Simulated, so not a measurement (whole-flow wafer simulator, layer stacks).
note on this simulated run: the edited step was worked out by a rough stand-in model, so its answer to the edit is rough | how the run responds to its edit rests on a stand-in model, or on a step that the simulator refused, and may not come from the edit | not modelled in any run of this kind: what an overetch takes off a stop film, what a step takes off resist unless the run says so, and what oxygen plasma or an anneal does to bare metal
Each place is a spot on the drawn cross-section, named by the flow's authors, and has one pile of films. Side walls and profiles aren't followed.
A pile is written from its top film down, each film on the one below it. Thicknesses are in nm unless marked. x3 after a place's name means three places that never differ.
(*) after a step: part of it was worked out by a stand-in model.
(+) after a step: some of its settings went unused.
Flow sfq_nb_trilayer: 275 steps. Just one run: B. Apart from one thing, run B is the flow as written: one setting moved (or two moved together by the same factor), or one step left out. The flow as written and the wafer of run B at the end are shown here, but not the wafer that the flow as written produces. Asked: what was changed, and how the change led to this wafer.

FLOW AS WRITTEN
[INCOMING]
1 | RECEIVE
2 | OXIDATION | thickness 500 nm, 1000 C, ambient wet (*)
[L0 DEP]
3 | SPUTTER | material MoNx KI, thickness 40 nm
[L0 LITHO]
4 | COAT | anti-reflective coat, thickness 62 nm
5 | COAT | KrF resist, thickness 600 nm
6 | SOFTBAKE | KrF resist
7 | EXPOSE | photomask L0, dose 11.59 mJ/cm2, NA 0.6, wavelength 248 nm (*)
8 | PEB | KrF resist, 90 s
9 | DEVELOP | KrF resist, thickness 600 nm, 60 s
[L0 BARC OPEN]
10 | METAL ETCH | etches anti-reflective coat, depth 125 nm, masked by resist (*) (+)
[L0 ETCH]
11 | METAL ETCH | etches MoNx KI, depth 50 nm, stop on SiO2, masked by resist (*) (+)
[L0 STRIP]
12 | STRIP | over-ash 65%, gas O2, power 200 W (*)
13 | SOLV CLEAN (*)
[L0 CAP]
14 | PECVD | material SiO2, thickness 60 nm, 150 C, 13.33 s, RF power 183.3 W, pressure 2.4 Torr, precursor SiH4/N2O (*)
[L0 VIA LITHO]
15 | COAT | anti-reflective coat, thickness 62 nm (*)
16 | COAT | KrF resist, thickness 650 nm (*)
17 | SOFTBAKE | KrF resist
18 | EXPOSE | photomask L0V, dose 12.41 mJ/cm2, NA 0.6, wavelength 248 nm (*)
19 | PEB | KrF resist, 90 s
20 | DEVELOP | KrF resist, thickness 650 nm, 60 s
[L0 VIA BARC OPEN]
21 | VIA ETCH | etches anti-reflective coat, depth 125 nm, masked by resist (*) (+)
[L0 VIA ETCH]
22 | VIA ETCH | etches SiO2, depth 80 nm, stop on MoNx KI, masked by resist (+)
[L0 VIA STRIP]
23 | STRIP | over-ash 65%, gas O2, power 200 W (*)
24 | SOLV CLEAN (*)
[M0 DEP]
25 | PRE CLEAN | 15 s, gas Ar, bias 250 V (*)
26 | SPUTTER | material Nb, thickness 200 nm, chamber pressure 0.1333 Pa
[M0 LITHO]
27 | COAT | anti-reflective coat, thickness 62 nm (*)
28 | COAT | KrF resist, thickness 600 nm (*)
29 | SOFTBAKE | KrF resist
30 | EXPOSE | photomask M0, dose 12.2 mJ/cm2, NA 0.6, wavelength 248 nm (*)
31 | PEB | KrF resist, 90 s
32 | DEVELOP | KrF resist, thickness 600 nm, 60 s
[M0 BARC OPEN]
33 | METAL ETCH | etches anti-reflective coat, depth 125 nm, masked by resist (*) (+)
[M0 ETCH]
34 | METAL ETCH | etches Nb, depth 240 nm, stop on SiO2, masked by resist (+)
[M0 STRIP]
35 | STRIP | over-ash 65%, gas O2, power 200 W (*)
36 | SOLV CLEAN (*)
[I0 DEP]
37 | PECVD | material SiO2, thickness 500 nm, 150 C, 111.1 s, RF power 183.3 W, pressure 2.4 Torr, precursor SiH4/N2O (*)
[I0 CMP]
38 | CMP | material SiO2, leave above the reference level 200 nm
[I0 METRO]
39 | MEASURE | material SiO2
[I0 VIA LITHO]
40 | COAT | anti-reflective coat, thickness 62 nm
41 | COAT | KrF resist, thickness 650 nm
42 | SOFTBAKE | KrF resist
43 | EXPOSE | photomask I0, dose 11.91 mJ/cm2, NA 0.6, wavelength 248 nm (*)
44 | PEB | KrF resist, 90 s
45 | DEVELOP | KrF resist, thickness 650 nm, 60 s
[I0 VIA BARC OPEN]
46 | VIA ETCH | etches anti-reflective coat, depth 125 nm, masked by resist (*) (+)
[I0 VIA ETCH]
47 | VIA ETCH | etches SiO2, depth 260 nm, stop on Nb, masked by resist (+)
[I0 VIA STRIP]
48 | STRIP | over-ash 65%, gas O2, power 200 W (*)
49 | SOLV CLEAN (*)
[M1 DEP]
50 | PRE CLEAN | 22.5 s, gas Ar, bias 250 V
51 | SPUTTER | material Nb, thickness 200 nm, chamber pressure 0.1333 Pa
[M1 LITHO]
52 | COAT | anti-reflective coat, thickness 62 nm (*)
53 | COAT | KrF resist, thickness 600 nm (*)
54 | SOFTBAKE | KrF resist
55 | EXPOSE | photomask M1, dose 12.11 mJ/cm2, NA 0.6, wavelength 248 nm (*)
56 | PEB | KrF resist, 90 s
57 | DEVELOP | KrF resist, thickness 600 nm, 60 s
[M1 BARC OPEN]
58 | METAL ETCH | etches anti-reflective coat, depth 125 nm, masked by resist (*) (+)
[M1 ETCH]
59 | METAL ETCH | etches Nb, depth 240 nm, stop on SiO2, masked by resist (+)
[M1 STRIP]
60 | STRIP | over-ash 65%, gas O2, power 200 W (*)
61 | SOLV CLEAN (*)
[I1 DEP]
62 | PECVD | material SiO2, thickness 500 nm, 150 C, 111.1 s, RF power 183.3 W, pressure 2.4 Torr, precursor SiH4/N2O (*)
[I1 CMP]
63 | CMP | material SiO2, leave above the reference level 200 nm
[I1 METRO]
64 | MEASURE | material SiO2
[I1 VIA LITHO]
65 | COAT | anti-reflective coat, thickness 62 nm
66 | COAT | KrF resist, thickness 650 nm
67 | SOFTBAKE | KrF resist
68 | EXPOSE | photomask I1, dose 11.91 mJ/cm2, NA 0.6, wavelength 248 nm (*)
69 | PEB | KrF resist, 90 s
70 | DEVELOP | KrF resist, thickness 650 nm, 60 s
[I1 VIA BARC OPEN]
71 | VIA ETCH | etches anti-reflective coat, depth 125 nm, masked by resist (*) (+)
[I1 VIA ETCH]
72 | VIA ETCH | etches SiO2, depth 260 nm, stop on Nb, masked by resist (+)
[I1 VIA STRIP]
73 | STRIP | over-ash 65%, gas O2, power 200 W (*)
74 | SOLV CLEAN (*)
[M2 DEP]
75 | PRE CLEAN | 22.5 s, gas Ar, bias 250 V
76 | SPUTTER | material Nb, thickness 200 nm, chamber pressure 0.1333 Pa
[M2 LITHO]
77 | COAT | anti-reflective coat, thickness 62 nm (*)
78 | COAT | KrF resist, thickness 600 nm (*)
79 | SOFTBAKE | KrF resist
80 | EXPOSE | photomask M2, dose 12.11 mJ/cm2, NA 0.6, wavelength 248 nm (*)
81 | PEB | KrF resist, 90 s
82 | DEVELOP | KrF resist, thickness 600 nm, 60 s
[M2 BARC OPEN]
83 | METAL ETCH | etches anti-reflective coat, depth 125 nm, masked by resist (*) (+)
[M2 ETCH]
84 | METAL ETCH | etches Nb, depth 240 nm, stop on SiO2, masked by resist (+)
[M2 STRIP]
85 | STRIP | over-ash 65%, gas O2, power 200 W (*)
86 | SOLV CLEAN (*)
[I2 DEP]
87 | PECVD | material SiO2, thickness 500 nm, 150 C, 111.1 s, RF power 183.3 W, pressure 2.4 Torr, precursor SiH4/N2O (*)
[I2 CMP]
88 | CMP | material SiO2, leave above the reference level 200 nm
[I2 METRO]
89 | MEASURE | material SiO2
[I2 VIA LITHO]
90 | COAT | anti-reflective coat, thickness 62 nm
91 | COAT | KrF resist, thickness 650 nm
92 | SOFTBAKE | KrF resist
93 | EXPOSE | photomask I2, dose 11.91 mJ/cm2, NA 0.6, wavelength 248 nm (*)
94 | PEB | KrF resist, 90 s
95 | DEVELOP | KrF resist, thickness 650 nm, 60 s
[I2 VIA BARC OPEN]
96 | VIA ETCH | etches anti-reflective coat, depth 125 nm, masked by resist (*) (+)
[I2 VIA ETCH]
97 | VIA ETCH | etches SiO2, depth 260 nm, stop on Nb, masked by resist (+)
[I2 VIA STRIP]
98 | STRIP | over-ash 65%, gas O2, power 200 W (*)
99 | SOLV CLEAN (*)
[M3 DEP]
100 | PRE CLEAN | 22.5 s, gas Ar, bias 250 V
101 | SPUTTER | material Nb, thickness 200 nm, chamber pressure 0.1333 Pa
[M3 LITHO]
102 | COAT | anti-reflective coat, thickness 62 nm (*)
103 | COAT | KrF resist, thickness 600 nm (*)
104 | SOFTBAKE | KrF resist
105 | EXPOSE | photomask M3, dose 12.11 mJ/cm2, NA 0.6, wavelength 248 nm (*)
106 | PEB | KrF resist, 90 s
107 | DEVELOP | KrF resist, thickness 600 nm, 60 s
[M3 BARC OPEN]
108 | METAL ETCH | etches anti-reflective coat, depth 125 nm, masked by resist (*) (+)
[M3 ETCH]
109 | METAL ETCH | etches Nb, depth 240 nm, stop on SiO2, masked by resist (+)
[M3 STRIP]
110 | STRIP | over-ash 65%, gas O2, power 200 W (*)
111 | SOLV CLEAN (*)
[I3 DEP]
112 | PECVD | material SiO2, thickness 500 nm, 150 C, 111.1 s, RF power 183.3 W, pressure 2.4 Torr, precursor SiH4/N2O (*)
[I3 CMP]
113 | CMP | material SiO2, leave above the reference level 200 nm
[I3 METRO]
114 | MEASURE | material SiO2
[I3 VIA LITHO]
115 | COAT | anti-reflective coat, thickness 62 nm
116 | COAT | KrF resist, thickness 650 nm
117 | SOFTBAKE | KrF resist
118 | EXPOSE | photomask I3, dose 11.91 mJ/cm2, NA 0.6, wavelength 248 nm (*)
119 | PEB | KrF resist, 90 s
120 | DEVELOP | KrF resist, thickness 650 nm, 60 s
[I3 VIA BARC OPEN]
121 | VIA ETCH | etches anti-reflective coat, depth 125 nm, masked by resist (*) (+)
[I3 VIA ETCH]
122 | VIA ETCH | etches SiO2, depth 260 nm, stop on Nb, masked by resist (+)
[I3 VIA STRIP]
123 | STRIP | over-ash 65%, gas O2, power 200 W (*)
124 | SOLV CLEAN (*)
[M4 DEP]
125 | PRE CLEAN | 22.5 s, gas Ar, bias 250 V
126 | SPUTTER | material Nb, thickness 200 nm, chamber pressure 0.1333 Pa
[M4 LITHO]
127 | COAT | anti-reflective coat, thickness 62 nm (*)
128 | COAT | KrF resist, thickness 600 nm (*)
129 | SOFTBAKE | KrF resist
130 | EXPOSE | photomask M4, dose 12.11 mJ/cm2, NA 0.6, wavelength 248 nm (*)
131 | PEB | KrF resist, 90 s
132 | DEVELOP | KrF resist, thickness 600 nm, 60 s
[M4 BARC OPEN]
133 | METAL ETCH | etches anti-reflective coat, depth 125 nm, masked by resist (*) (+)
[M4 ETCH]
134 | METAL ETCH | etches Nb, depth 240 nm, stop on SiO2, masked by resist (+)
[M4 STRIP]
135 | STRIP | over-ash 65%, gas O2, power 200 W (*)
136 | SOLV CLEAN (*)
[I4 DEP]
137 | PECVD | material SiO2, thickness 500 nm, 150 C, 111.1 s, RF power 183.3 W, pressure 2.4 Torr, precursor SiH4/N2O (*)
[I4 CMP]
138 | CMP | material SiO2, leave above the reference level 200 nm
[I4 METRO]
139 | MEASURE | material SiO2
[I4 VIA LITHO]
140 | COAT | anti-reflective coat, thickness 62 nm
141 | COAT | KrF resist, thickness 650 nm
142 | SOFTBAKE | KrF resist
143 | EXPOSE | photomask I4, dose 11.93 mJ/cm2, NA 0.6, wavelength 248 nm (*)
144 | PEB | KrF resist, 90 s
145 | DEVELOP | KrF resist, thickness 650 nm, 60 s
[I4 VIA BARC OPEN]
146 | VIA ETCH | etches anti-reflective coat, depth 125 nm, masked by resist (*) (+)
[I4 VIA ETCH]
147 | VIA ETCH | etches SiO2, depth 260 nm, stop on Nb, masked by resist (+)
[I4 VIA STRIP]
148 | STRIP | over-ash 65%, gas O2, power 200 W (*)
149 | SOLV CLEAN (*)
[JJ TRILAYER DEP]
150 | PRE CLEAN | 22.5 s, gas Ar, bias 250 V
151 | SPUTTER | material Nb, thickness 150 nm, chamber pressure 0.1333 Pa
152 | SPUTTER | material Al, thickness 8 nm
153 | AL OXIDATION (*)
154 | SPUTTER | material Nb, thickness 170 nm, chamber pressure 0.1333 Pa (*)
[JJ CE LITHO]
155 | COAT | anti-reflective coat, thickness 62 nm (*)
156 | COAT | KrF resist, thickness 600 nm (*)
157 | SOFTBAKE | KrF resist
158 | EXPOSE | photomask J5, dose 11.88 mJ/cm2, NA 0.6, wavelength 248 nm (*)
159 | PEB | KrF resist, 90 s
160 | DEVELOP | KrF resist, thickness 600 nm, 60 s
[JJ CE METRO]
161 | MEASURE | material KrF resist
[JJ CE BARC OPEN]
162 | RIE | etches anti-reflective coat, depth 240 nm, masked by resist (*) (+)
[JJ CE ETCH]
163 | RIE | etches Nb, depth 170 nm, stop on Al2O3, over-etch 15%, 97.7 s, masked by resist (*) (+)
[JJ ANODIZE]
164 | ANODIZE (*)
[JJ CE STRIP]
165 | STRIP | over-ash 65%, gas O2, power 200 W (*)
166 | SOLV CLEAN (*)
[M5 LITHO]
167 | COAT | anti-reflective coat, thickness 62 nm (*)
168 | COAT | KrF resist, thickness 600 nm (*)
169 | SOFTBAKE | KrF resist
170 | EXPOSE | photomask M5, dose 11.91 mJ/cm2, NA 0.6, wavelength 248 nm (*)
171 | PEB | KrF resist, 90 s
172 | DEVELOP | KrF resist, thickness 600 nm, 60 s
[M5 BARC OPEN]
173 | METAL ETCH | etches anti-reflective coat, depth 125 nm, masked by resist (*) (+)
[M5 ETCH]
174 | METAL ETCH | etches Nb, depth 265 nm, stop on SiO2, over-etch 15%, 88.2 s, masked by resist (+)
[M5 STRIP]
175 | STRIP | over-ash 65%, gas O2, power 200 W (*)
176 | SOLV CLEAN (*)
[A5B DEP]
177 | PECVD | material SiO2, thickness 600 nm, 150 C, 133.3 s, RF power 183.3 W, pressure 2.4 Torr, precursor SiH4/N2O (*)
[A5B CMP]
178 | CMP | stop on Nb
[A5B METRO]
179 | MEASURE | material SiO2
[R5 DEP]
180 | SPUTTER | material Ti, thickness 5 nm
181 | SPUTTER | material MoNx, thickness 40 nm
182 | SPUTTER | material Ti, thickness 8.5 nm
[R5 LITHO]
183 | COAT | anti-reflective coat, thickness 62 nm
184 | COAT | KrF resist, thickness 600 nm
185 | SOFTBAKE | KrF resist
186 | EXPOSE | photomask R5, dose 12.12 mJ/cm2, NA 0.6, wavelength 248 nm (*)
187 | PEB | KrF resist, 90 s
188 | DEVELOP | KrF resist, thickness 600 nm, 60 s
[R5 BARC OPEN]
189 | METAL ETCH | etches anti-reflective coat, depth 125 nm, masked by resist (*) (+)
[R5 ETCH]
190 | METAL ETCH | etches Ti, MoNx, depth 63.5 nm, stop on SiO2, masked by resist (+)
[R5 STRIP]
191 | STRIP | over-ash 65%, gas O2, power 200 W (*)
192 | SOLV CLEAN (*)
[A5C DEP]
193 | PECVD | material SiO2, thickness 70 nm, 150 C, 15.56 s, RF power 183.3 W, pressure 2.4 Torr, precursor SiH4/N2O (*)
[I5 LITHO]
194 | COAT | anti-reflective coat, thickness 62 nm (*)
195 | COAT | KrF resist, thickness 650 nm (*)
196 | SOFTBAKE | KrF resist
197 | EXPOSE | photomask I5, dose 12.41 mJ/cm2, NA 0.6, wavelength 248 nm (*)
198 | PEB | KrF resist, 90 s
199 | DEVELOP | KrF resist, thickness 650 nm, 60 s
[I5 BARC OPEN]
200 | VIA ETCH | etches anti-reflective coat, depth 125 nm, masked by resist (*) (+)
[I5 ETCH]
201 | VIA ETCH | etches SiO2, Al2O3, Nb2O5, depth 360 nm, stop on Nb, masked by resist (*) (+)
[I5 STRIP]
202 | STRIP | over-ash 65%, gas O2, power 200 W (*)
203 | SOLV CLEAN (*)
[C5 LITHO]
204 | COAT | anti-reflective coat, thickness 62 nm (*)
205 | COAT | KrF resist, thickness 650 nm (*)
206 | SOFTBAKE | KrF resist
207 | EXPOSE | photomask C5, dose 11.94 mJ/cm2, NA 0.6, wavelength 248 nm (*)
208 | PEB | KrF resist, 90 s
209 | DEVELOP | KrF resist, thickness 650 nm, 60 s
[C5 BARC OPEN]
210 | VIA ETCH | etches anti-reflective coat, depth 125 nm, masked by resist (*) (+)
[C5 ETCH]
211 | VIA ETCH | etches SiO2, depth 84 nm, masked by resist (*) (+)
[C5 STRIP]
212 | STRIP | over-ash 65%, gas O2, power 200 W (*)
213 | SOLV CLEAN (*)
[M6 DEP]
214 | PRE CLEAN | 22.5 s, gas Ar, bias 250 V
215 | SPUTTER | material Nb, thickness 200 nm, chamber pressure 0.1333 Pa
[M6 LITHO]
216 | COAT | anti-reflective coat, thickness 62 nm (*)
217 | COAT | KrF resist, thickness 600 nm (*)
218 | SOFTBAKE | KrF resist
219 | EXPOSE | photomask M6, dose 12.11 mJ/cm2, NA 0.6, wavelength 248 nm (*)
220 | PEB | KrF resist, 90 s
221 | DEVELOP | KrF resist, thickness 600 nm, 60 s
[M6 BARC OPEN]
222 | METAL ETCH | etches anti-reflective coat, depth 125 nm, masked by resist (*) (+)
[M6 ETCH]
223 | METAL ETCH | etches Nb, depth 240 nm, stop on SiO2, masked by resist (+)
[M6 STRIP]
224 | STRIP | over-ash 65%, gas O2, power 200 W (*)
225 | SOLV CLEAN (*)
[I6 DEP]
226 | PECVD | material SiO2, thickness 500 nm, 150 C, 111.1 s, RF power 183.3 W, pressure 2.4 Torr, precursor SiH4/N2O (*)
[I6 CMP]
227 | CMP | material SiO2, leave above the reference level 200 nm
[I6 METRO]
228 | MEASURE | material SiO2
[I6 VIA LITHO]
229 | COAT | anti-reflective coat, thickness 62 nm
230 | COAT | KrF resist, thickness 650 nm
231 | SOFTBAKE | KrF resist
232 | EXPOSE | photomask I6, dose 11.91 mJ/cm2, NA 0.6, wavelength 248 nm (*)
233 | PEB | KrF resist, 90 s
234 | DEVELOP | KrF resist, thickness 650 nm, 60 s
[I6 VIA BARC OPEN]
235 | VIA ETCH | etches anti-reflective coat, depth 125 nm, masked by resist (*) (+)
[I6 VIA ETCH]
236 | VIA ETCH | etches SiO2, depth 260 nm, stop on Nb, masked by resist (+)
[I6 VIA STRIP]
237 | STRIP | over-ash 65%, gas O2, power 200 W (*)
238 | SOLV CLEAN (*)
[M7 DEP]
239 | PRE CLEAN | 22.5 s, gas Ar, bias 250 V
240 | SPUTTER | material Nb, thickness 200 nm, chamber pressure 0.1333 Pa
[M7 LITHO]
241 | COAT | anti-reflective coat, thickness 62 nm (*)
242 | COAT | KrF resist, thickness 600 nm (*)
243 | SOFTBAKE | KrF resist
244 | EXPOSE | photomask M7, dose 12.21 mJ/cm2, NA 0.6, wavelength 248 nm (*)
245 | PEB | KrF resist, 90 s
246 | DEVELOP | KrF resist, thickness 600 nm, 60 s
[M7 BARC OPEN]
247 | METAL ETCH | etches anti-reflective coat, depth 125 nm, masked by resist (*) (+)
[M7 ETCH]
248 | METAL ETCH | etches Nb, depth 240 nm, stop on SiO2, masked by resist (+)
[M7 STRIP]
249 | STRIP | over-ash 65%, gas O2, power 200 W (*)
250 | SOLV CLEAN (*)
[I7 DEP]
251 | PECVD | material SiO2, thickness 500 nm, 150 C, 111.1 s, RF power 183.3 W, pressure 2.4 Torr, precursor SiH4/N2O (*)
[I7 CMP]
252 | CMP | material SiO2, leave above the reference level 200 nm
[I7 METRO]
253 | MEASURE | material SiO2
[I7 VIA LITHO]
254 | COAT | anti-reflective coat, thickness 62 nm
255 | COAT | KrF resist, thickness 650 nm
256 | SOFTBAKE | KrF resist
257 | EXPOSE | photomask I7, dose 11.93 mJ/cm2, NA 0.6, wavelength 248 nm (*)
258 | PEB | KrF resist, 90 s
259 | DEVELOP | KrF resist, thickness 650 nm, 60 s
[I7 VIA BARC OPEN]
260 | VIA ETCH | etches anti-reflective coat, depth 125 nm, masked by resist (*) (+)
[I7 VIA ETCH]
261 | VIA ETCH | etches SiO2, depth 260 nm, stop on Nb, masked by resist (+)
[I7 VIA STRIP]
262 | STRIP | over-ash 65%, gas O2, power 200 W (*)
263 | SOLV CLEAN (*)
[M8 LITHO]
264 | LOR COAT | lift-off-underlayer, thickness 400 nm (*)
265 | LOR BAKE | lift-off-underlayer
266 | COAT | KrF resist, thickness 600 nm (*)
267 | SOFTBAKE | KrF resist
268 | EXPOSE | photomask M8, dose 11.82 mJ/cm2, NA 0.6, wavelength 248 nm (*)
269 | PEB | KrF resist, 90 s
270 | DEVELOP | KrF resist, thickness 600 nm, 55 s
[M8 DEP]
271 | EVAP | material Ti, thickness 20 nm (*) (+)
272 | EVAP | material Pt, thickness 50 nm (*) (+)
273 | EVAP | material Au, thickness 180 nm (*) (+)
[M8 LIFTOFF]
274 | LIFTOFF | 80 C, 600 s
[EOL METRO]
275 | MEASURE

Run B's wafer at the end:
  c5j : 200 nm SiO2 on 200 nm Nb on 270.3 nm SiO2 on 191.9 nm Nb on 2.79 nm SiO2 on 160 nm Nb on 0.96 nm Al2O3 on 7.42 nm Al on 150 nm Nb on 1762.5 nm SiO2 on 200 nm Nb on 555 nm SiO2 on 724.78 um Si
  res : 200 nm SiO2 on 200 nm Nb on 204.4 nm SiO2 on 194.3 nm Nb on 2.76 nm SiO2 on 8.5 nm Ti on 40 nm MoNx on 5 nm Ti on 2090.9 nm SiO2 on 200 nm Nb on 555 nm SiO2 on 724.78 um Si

The reason: step 211, VIA ETCH: depth 59.6 nm was run, though the flow has depth 84 nm.

The path from the change to this, step by step:
  211 | VIA ETCH | etches SiO2, depth 84 nm, masked by resist (*) (+)
      c5j: -59.6 SiO2 (it would be, as written: -69.9 SiO2 (all of it), -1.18 Nb)
      res: -59.6 SiO2 (it would be, as written: -69.9 SiO2 (all of it))
      (also at 104 further places)
  214 | PRE CLEAN | 22.5 s, gas Ar, bias 250 V
      c5j: -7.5 SiO2 (it would be, as written: -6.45 Nb)
      res: -7.5 SiO2 (it would be, as written: -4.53 Ti)
  215 | SPUTTER | material Nb, thickness 200 nm, chamber pressure 0.1333 Pa
      c5j: +191.9 Nb (new film) (it would be, as written: +188.4 Nb)
  216 | COAT | anti-reflective coat, thickness 62 nm (*)
      ce_l: +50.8 anti-reflective coat (new film) (it would be, as written: +48 anti-reflective coat (new film))
      c5j: +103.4 anti-reflective coat (new film) (it would be, as written: +110.7 anti-reflective coat (new film))
      (also at 2 further places)
  224 | STRIP | over-ash 65%, gas O2, power 200 W (*)
      ce_l: -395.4 KrF resist (all of it), -50.8 anti-reflective coat (all of it) (it would be, as written: -397.1 KrF resist (all of it), -48 anti-reflective coat (all of it))
      c5j: -413 KrF resist (all of it), -103.4 anti-reflective coat (all of it) (it would be, as written: -418.3 KrF resist (all of it), -110.7 anti-reflective coat (all of it))
      (also at 2 further places)
  226 | PECVD | material SiO2, thickness 500 nm, 150 C, 111.1 s, RF power 183.3 W, pressure 2.4 Torr, precursor SiH4/N2O (*)
      c5j: +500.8 SiO2 (new film) (it would be, as written: +514.7 SiO2 (new film))
  227 | CMP | material SiO2, leave above the reference level 200 nm
      res: -288.1 SiO2 (it would be, as written: -279.4 SiO2)
Taking metal films that touch as one body, c5j has 5 bodies (between them, from the top down: SiO2 270.3; SiO2 2.79; Al2O3 0.96; SiO2 1762.5); the flow as written gives 4 bodies (between them, from the top down: SiO2 284.2; Al2O3 0.96; SiO2 1762.5).
Taking metal films that touch as one body, res has 4 bodies (between them, from the top down: SiO2 204.4; SiO2 2.76; SiO2 2090.9); the flow as written gives 3 bodies (between them, from the top down: SiO2 213.1; SiO2 2090.9).
